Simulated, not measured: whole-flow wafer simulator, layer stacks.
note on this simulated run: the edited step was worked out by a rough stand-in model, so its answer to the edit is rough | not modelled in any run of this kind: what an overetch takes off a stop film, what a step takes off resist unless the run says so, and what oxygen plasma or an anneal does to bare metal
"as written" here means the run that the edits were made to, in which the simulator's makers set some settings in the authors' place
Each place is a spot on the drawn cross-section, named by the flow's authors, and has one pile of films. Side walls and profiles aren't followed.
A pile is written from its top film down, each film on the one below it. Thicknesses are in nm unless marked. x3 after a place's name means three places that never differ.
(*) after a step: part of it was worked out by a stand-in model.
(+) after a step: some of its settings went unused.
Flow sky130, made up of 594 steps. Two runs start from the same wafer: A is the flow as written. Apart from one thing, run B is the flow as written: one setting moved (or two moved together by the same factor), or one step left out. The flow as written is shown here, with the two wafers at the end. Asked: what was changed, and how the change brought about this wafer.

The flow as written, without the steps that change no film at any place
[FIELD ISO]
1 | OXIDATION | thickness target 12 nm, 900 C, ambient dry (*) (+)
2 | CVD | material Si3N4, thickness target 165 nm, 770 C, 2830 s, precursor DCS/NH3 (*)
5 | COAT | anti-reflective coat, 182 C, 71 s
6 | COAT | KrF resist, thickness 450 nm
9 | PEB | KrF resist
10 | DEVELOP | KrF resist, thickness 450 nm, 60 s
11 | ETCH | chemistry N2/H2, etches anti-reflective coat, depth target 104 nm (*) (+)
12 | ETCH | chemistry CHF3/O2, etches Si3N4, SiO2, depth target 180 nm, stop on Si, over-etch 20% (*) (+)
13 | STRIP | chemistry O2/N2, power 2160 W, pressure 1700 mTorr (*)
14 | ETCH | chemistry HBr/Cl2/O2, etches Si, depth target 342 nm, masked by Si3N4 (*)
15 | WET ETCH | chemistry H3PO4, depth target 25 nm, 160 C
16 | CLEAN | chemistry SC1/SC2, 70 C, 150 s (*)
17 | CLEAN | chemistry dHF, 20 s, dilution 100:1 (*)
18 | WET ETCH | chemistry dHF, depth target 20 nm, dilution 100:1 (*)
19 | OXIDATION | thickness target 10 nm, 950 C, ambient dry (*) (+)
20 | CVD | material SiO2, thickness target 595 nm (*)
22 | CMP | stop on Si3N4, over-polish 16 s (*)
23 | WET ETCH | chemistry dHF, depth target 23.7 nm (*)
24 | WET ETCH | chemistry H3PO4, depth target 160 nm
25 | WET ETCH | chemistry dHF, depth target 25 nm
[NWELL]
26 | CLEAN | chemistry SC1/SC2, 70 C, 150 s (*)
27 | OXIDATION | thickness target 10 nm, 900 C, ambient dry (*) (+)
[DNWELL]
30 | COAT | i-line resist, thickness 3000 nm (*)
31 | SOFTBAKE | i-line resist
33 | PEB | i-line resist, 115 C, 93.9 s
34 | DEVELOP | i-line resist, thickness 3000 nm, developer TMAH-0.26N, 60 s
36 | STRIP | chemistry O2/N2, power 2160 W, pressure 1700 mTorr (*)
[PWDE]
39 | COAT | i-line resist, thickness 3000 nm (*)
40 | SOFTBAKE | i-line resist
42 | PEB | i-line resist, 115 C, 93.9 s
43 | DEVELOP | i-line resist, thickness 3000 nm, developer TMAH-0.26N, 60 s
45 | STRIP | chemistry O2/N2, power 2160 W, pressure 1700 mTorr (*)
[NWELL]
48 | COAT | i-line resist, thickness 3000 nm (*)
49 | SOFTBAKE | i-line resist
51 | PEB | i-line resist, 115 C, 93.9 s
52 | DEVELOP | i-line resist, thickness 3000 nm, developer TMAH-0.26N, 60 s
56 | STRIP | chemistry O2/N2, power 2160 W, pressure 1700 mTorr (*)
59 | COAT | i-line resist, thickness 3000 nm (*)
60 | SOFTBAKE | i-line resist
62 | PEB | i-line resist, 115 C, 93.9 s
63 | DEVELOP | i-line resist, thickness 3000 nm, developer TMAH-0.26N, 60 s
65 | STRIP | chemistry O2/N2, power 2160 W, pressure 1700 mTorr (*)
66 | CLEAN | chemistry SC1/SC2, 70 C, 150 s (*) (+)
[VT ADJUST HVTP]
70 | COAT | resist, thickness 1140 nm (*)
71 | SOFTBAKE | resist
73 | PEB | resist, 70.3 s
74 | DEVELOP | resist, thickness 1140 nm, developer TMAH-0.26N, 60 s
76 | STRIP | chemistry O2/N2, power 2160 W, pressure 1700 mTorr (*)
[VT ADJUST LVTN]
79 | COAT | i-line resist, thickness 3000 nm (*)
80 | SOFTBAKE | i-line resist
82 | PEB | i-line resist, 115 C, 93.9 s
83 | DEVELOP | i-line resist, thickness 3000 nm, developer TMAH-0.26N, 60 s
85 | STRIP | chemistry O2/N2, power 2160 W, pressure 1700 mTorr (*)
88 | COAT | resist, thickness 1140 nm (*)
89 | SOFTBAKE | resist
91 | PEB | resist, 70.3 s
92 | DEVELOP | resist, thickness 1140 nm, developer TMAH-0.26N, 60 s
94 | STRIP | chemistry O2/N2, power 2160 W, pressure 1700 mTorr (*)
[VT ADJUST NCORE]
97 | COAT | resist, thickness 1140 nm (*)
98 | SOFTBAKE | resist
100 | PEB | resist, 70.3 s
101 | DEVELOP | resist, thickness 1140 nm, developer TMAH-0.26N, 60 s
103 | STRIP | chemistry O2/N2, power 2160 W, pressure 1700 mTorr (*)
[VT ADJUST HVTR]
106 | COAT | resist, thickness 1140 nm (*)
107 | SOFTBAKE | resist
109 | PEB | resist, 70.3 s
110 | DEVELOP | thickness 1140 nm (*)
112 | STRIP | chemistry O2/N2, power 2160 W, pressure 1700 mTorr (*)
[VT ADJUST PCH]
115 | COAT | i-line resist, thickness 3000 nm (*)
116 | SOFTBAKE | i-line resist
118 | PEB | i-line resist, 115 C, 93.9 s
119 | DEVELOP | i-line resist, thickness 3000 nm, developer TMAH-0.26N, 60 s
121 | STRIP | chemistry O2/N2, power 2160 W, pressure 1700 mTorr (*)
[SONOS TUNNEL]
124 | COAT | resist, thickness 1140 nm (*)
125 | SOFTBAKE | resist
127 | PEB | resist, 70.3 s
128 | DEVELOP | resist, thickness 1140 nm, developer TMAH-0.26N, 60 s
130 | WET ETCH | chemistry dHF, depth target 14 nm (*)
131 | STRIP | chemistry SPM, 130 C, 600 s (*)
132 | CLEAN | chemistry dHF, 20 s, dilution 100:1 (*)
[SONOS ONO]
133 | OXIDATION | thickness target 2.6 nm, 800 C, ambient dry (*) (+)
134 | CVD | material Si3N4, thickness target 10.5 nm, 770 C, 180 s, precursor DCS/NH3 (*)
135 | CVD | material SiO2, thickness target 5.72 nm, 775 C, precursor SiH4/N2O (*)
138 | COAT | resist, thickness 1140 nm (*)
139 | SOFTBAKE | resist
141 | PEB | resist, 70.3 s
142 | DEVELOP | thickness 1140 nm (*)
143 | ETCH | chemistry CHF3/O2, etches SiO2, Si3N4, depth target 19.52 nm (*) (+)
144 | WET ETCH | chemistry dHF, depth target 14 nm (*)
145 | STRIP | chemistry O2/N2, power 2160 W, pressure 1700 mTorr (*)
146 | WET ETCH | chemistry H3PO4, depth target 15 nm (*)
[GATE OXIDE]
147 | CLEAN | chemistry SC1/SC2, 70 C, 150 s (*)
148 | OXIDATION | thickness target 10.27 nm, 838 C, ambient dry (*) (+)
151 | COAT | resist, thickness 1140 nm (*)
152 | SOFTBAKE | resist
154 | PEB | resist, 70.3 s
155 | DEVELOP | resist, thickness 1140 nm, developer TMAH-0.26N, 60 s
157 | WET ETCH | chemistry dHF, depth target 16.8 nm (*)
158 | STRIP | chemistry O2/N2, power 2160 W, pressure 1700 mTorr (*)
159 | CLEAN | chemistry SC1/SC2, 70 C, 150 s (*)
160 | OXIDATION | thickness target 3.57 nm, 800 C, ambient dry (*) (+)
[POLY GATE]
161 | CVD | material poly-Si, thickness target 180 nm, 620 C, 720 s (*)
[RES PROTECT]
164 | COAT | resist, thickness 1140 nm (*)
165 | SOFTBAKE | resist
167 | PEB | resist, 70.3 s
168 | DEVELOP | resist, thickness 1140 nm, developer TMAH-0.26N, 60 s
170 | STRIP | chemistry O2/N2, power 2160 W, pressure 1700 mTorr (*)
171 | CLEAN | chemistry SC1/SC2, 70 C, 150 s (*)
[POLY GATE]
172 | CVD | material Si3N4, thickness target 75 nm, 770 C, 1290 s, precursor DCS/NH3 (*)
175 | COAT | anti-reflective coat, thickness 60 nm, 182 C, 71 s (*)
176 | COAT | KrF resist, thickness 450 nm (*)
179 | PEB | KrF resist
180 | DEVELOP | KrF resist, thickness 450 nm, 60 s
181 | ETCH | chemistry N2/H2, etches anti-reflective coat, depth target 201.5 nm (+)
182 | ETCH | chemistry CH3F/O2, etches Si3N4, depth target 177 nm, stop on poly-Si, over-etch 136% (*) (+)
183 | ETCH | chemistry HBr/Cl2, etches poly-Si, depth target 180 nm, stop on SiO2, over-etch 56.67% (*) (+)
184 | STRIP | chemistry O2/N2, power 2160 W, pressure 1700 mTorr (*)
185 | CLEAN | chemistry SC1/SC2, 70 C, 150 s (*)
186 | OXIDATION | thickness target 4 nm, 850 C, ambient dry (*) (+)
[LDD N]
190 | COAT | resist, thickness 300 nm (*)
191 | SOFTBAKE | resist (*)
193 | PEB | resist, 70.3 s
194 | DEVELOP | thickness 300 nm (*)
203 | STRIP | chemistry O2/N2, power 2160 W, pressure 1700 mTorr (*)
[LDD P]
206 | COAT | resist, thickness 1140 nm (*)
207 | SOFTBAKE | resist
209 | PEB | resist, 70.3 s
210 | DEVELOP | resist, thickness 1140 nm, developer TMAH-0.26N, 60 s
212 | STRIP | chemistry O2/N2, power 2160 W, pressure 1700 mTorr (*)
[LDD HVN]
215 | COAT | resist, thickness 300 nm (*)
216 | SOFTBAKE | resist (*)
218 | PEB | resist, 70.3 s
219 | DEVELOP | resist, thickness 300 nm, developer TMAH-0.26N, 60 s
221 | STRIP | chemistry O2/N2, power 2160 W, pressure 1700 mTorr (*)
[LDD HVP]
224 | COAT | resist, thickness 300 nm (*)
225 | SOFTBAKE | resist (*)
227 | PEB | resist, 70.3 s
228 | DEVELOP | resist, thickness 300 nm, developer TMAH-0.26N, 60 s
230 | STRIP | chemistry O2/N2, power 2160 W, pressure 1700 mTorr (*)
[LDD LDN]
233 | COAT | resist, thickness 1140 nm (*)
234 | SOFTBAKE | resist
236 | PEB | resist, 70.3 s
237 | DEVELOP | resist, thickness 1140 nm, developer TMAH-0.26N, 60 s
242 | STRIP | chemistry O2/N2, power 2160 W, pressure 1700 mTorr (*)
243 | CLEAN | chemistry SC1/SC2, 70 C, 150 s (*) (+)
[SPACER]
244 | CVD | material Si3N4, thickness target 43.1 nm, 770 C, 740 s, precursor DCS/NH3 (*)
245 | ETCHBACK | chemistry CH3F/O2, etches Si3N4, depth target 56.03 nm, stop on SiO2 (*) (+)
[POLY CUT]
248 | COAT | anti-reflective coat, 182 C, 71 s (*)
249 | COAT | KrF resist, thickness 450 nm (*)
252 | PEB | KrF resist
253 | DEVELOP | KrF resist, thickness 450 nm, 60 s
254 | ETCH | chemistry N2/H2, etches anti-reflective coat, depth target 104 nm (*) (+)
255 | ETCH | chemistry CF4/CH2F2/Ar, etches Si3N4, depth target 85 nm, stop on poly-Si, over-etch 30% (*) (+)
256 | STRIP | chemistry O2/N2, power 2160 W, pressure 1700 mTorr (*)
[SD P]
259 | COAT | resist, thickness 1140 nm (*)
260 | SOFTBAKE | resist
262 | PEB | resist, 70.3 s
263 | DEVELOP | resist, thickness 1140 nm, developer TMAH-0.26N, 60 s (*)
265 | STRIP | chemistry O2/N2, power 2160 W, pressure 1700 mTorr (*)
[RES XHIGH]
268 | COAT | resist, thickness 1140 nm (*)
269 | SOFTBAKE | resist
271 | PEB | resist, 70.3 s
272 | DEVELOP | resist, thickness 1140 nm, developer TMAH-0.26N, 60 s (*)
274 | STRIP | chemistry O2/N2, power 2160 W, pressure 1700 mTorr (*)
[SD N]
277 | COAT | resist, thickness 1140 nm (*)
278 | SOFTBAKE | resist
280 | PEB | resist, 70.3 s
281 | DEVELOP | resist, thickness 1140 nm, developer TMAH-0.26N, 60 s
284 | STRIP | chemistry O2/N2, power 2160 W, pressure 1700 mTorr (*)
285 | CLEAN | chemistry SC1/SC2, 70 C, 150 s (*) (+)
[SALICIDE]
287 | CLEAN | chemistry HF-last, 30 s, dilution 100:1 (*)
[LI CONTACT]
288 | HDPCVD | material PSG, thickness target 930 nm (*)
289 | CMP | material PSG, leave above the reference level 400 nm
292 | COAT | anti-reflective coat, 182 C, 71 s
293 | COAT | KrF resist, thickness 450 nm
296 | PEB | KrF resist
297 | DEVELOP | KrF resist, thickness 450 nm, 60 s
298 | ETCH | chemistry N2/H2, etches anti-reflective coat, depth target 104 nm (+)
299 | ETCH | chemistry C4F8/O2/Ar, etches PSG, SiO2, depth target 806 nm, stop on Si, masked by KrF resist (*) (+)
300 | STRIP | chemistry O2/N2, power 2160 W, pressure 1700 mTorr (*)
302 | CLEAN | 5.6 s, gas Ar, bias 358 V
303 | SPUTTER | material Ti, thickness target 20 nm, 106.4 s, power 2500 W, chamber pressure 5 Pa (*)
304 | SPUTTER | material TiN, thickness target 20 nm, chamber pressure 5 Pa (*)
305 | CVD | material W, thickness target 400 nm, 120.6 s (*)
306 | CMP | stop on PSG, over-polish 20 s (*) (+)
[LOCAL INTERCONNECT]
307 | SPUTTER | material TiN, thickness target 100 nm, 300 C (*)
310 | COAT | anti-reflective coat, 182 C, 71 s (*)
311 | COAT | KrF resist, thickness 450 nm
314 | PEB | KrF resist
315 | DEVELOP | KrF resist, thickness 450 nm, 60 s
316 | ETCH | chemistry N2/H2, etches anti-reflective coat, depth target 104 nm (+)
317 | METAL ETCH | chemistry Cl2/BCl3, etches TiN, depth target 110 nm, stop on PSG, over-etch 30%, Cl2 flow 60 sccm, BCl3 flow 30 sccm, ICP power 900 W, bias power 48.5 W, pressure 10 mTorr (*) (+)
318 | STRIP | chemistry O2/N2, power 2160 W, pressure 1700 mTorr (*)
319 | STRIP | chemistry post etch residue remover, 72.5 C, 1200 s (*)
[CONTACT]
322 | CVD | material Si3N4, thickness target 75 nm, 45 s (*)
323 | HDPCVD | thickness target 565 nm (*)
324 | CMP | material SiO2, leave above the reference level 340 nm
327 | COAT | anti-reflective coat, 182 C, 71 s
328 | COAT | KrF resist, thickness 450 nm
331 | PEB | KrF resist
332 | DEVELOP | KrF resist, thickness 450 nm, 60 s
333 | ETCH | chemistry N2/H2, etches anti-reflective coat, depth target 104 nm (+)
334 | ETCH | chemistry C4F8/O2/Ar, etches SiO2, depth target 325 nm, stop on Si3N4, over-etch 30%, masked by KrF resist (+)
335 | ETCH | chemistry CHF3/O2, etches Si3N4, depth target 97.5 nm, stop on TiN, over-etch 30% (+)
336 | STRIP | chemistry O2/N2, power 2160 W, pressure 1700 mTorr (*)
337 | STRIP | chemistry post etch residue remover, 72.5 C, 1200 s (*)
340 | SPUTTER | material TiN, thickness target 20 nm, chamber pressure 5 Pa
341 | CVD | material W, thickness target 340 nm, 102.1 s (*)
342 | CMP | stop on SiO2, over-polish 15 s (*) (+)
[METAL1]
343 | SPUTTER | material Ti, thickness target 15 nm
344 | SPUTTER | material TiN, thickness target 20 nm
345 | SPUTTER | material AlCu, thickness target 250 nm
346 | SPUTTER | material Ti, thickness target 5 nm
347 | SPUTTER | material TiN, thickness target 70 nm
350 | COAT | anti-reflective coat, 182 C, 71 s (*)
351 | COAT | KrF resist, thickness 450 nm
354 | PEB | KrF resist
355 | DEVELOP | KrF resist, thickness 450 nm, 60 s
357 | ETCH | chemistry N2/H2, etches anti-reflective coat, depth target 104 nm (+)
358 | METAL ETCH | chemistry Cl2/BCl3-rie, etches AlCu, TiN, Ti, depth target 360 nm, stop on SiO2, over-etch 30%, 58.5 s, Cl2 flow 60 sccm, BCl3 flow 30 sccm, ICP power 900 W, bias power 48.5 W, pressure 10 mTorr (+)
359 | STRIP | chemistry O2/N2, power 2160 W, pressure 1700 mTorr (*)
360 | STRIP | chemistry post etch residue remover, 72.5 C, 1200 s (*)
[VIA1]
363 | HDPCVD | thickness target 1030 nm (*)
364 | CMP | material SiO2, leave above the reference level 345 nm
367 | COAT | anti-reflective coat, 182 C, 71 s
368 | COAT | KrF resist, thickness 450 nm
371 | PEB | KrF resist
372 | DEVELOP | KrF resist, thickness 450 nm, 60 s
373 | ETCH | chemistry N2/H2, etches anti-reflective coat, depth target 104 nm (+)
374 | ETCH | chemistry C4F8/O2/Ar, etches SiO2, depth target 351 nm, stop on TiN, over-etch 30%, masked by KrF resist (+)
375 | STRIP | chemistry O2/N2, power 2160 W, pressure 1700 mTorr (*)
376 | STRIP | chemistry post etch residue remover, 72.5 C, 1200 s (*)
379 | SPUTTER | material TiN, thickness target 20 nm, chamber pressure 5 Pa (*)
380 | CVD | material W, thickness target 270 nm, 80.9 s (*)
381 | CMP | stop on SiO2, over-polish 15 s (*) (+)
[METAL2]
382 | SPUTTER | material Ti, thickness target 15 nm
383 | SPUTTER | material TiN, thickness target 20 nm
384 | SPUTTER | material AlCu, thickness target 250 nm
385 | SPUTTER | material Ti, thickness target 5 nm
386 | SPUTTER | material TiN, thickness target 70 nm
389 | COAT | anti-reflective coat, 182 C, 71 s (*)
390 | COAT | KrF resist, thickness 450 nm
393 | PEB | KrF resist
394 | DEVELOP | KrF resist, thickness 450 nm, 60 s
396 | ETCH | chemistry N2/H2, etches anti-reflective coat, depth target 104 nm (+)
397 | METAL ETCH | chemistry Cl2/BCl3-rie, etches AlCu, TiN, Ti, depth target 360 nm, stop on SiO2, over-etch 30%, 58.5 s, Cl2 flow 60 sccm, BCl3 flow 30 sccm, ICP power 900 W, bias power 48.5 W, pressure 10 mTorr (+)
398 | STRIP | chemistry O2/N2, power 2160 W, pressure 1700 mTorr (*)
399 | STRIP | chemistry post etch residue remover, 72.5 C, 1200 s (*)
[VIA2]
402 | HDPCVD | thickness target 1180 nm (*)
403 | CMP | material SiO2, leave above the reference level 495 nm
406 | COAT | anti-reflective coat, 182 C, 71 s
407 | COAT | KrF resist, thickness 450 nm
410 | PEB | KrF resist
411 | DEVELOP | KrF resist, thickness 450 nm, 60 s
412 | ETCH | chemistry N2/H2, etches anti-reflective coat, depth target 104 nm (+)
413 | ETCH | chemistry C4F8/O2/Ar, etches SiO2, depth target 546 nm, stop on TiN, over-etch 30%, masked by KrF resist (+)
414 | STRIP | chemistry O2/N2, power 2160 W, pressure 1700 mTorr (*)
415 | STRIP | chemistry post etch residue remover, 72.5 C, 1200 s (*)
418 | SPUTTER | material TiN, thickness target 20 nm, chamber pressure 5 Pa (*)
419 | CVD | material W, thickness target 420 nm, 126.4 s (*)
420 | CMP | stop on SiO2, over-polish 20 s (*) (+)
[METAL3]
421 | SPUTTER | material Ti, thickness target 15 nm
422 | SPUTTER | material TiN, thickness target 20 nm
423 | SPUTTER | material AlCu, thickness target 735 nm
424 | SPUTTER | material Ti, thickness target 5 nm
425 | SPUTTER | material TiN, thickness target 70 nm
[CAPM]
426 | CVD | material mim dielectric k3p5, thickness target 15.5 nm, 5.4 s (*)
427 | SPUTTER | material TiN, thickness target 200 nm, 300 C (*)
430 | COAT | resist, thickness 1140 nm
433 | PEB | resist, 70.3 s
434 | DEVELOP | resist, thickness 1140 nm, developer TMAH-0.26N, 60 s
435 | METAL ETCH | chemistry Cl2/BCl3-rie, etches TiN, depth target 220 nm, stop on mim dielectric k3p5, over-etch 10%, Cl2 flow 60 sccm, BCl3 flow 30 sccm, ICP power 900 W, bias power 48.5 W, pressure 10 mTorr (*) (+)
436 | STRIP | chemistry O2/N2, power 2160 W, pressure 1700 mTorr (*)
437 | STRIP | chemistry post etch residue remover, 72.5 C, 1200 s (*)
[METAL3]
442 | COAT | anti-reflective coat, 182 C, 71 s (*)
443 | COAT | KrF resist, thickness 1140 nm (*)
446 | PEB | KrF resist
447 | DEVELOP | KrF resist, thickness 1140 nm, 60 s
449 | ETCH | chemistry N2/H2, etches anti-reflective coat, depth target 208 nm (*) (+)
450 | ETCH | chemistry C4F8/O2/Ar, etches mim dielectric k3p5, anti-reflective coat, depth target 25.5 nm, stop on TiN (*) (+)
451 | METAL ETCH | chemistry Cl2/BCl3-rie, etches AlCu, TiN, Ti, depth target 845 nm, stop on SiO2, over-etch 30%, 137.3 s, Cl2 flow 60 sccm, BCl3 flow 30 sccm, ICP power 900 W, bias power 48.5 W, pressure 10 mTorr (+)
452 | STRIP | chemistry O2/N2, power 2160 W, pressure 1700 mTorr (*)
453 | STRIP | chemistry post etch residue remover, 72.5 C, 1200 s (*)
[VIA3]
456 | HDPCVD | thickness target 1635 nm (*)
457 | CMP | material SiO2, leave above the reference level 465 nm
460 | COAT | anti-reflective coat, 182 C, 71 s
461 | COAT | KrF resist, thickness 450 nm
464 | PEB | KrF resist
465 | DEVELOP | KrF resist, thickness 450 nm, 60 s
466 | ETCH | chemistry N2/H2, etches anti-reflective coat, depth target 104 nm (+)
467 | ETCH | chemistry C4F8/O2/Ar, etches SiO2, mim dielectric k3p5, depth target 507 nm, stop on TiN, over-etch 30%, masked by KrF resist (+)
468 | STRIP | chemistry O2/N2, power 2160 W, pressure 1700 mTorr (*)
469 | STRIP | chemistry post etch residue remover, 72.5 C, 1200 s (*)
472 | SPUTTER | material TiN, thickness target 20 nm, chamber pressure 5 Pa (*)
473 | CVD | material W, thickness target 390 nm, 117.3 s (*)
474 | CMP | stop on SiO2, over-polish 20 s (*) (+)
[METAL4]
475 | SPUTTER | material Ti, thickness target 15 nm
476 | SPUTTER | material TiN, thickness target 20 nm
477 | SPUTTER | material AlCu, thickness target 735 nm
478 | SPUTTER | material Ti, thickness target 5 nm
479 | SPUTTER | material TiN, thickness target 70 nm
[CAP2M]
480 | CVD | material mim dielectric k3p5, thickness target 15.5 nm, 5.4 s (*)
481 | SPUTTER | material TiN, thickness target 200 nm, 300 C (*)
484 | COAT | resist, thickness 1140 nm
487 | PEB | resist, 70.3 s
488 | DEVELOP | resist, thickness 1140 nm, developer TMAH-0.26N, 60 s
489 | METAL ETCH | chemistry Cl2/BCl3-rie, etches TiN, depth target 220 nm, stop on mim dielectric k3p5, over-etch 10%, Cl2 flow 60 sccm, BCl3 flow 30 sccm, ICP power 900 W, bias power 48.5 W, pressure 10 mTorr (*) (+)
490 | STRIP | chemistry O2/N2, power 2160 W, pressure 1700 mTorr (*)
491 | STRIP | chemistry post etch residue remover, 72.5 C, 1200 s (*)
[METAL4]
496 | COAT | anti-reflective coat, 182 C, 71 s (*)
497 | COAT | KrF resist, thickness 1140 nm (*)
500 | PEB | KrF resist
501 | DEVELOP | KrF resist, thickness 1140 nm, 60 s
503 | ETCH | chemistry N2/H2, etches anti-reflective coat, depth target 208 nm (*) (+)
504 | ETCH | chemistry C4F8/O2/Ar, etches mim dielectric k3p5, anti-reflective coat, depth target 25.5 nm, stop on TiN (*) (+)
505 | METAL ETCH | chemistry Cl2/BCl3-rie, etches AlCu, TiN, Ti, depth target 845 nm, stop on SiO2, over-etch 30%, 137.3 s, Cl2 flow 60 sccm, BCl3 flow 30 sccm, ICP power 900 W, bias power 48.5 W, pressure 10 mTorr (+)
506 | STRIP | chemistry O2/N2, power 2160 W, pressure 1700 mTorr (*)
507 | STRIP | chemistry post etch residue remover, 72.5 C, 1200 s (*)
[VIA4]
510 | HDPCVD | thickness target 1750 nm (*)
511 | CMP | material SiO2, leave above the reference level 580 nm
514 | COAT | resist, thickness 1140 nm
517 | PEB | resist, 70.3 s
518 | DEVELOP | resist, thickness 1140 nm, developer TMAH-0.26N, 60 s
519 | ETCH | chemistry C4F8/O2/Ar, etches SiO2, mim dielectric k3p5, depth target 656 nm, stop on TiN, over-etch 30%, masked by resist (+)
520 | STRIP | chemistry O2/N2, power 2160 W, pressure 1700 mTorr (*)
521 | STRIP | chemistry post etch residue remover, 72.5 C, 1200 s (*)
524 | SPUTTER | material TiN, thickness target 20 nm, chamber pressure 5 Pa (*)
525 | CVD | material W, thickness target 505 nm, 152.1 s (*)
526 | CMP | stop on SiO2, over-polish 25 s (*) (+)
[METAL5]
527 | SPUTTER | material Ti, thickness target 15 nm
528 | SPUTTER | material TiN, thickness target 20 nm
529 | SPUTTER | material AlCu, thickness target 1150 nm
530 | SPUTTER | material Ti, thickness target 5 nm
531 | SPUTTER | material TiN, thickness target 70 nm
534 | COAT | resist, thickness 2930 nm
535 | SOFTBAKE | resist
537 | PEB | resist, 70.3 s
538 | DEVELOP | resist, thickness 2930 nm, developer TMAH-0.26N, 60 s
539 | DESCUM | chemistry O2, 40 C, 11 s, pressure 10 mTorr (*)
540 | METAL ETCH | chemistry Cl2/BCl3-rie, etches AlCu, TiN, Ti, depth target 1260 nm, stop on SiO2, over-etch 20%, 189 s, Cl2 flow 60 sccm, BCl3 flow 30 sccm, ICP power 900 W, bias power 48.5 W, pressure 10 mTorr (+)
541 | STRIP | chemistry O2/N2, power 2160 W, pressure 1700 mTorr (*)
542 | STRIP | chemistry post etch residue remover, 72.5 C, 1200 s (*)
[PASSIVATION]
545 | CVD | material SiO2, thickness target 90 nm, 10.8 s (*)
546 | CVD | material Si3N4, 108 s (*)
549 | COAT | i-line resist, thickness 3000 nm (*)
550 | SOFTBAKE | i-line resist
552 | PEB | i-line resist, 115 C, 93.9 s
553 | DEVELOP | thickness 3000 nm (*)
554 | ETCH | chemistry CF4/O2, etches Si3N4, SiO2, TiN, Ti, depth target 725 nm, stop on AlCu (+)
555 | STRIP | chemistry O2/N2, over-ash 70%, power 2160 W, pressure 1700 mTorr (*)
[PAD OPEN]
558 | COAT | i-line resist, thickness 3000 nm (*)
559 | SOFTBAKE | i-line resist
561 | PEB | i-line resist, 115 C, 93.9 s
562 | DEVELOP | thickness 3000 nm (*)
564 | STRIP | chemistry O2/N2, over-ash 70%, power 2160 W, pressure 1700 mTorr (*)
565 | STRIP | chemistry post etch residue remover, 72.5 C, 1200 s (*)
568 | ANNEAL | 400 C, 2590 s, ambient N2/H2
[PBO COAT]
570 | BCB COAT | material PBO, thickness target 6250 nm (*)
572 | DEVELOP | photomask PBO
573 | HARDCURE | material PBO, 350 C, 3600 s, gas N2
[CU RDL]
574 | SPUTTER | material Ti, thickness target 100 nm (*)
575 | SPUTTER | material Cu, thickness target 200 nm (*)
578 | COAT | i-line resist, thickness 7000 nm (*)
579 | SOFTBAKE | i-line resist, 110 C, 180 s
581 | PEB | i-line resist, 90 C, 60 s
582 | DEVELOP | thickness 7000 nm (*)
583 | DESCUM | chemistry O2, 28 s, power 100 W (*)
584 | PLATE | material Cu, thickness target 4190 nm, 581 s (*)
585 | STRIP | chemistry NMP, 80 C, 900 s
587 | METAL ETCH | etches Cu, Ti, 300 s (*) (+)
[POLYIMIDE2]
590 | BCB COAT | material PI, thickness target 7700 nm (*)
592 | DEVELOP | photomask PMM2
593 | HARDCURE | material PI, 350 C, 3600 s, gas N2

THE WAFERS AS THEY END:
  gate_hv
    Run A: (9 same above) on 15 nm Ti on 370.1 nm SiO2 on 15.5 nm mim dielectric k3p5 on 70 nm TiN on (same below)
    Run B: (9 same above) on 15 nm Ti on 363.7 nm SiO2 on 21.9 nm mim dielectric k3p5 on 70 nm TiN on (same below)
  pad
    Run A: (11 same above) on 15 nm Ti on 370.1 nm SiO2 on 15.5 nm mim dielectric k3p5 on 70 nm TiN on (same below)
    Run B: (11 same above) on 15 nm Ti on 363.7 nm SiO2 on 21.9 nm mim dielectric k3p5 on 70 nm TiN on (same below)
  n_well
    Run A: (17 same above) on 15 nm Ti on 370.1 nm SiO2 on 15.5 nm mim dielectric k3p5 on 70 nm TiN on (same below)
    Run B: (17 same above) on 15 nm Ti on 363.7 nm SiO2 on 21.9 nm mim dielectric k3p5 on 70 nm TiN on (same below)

The reason: step 426, CVD: thickness target 21.9 nm was run, while the flow as written has thickness target 15.5 nm; step 426, CVD: 7.61 s was run, where the flow has 5.4 s.
One can read it off the wafer: gate_hv has mim dielectric k3p5 21.9, and step 426 as written asks for 15.5 nm.

How this came from the change, step by step:
  426 | CVD | material mim dielectric k3p5, thickness target 15.5 nm, 5.4 s (*)
      field, active, n_well and 188 more: A +15.5 mim dielectric k3p5 (new film) | B +21.9 mim dielectric k3p5 (new film)
  450 | ETCH | chemistry C4F8/O2/Ar, etches mim dielectric k3p5, anti-reflective coat, depth target 25.5 nm, stop on TiN (*) (+)
      n_well, p_well, gate_hv and 104 more: A -15.5 KrF resist | B -17 KrF resist
      field, active, gate and 82 more: A -15.5 mim dielectric k3p5 (all of it) | B -21.9 mim dielectric k3p5 (all of it)
  467 | ETCH | chemistry C4F8/O2/Ar, etches SiO2, mim dielectric k3p5, depth target 507 nm, stop on TiN, over-etch 30%, masked by KrF resist (+)
      m1: A -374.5 SiO2 (all of it), -15.5 mim dielectric k3p5 (all of it) | B -368.1 SiO2 (all of it), -21.9 mim dielectric k3p5 (all of it)
      via3_hole: A -373.9 SiO2 (all of it), -15.5 mim dielectric k3p5 (all of it) | B -367.5 SiO2 (all of it), -21.9 mim dielectric k3p5 (all of it)
